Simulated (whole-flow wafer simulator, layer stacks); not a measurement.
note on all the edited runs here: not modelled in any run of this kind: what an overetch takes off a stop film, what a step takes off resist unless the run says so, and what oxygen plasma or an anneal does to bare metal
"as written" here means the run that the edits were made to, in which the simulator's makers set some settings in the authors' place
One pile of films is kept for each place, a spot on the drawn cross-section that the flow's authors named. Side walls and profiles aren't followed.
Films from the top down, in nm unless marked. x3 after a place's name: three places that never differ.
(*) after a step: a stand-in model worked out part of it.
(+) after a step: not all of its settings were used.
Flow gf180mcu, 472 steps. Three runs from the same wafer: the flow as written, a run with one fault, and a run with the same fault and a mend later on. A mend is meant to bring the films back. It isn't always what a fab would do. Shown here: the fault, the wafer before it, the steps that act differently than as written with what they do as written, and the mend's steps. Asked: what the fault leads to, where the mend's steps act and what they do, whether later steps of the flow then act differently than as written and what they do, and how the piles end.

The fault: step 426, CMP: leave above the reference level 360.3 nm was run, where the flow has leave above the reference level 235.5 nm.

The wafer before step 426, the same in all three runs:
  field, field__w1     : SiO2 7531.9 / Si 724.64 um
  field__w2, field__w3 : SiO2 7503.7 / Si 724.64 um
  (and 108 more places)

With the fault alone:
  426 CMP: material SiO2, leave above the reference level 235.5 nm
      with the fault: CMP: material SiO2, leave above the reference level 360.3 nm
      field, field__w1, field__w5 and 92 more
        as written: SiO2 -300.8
        with the fault: SiO2 -176
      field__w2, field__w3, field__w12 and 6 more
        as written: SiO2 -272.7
        with the fault: SiO2 -147.9
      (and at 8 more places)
  Later steps of the flow that act differently than as written (1 more step differs only slightly, by at most 2% or 0.5 nm, whichever is larger, and isn't shown):
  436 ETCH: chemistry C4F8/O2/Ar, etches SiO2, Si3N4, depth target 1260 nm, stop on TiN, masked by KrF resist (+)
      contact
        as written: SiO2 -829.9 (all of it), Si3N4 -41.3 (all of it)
        with the fault: SiO2 -954.7 (all of it), Si3N4 -41.3 (all of it)
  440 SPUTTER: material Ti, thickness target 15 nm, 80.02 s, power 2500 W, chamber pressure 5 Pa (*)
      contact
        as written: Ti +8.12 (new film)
        with the fault: Ti +7.56 (new film)
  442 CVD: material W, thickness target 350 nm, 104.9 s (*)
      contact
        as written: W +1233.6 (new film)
        with the fault: W +1359.3 (new film)
  At the end the piles differ from the flow's by more than 2% or 0.5 nm, whichever is larger, at field__w4, field__w8, contact, m1, m1__w1, mim, mim_1p0, m1_nw.
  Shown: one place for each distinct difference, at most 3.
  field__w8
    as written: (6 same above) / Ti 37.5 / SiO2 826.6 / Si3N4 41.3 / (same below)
    with the fault: (6 same above) / Ti 37.5 / SiO2 951.4 / Si3N4 41.3 / (same below)
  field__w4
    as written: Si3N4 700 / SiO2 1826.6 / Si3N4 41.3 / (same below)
    with the fault: Si3N4 700 / SiO2 1951.4 / Si3N4 41.3 / (same below)
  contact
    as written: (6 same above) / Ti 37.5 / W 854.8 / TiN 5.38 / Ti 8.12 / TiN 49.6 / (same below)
    with the fault: (6 same above) / Ti 37.5 / W 980.5 / TiN 5.01 / Ti 7.56 / TiN 49.6 / (same below)

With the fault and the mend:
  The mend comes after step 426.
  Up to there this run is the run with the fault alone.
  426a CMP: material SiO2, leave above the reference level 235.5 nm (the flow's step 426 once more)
      field, field__w1, field__w2 and 109 more
        SiO2 -124.8
  No later step of the flow acts differently than as written at any place that is followed.
  At the end the piles are the same as the flow's at every place that both follow.
